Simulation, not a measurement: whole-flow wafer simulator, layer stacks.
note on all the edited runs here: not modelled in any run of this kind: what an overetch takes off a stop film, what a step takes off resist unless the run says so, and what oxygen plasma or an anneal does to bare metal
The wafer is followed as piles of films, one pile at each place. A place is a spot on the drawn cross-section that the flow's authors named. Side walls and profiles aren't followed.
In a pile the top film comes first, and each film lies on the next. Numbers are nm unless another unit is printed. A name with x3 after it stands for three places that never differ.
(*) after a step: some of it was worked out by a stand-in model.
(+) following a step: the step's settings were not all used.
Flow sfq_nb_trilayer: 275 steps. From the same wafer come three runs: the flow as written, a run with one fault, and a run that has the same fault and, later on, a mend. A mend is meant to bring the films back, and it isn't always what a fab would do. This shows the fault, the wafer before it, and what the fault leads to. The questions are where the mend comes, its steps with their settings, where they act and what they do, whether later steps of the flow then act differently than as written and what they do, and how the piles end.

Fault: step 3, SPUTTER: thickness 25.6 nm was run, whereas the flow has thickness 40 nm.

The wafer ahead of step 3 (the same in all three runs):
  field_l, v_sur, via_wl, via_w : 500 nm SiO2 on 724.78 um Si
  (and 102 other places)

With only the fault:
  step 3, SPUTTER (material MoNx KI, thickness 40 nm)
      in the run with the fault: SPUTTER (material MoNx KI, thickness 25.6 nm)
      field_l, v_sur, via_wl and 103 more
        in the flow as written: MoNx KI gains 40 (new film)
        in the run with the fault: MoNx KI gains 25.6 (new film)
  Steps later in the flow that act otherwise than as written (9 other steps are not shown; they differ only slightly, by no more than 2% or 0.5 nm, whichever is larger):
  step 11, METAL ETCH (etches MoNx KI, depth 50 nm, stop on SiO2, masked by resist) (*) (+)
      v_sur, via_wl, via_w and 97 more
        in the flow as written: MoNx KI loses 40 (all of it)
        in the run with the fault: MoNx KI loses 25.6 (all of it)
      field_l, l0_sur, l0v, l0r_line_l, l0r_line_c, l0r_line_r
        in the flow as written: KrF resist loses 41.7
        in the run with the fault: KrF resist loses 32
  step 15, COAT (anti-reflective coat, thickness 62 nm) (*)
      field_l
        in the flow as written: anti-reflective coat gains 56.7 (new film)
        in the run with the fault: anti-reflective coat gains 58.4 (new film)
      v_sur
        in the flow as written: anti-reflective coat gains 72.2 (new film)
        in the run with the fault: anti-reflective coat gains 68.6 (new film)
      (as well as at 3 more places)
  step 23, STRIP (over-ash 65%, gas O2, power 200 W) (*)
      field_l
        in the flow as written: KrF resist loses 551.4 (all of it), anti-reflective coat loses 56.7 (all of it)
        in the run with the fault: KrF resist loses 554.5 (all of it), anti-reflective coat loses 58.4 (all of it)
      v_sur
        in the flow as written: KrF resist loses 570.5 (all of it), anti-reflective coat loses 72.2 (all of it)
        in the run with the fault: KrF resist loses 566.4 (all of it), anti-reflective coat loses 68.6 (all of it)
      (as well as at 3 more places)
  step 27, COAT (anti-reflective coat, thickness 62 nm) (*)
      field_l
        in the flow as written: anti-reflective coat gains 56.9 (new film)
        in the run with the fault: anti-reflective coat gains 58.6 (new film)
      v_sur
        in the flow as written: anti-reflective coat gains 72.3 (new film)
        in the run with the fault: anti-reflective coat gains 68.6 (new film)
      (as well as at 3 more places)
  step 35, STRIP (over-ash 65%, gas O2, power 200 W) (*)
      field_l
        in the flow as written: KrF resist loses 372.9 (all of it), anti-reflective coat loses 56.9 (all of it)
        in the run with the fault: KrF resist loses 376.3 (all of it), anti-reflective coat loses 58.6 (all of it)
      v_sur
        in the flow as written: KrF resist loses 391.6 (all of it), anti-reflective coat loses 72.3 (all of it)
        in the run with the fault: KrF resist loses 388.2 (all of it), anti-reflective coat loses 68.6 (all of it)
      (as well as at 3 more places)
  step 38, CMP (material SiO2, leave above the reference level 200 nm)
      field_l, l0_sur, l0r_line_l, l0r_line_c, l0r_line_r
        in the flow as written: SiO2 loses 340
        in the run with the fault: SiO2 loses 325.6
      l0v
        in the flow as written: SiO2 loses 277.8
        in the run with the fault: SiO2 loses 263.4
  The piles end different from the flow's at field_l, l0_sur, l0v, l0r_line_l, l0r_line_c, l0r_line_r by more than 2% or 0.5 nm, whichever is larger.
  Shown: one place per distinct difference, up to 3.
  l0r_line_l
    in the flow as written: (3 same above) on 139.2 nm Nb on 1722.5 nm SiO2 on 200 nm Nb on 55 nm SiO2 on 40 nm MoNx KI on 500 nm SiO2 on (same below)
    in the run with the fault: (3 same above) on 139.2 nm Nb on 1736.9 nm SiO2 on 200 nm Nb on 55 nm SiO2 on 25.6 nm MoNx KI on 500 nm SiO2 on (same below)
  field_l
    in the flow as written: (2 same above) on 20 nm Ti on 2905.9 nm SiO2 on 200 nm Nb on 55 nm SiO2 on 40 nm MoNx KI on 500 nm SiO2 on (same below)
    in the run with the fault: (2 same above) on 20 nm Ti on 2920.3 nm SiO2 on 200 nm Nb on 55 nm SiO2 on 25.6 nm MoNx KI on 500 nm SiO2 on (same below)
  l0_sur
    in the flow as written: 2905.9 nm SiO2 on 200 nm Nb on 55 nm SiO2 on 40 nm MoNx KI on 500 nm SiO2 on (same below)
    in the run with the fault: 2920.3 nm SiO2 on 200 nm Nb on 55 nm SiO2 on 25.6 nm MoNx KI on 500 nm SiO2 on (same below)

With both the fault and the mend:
  The mend stands after step 3.
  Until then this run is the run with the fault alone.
  step 3a, SPUTTER (material MoNx KI, thickness 14.4 nm) (a further turn of the flow's step 3, with different settings)
      field_l, v_sur, via_wl and 103 more
        MoNx KI gains 14.4
  Later steps of the flow that are run all act as written at every place that is followed.
  The piles end the same as the flow's at every place that both follow.
